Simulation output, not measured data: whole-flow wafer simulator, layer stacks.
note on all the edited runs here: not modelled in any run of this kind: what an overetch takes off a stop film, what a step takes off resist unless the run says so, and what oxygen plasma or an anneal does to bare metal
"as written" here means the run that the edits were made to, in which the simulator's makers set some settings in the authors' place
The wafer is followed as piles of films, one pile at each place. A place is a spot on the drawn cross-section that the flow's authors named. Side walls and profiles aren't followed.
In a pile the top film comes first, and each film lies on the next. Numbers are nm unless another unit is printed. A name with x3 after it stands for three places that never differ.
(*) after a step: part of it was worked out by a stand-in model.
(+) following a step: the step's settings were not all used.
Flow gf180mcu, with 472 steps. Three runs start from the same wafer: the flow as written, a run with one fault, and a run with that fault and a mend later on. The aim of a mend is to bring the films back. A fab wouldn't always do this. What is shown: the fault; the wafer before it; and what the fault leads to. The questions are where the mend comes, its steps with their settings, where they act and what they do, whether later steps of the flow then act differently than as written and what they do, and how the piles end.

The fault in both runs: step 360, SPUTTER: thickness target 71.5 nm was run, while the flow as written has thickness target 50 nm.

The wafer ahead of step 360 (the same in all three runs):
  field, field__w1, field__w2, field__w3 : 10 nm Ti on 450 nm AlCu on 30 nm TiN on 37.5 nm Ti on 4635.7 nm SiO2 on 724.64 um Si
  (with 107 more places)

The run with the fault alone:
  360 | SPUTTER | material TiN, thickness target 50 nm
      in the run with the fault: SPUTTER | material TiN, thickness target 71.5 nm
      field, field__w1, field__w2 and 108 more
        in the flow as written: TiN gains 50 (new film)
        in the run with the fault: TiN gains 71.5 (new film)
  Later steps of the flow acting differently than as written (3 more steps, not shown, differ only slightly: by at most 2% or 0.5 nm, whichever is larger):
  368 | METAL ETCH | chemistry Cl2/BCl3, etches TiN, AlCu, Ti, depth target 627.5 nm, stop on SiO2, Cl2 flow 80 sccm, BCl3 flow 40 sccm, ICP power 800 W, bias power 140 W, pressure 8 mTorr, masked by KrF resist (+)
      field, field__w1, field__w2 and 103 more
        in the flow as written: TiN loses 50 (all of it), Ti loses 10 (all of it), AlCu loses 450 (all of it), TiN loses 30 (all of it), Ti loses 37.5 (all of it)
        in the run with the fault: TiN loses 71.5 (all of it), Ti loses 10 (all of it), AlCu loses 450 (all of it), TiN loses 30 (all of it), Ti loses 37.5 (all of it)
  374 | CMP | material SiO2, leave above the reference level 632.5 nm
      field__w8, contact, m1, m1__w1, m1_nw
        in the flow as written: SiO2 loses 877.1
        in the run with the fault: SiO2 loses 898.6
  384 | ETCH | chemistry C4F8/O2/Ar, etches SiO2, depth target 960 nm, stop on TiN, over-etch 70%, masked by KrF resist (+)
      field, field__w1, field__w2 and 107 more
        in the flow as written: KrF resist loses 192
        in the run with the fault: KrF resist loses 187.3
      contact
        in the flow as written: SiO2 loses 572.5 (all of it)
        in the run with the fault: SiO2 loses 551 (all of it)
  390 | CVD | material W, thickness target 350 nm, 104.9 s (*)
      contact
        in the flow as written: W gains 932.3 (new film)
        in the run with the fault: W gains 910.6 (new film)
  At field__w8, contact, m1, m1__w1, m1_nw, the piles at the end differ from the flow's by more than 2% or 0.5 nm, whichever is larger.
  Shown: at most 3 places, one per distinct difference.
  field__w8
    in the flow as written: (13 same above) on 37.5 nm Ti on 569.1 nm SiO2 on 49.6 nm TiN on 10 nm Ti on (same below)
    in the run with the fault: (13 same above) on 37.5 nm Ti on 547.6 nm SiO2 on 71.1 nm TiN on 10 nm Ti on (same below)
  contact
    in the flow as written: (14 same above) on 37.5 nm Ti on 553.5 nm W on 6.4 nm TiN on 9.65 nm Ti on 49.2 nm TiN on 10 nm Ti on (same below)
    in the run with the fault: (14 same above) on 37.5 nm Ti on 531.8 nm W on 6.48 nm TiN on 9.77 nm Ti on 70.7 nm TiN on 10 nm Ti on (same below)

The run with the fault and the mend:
  The mend follows step 360.
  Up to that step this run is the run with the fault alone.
  360a | METAL ETCH | chemistry Cl2/BCl3, etches TiN, AlCu, Ti, depth target 21.5 nm, Cl2 flow 80 sccm, BCl3 flow 40 sccm, ICP power 800 W, bias power 140 W, pressure 8 mTorr (the flow's step 260, run once more with other settings)
      field, field__w1, field__w2 and 108 more
        TiN loses 21.5
  Later steps of the flow that are run all act as written at every place that is followed.
  At every place that both follow, the piles at the end match the flow's.
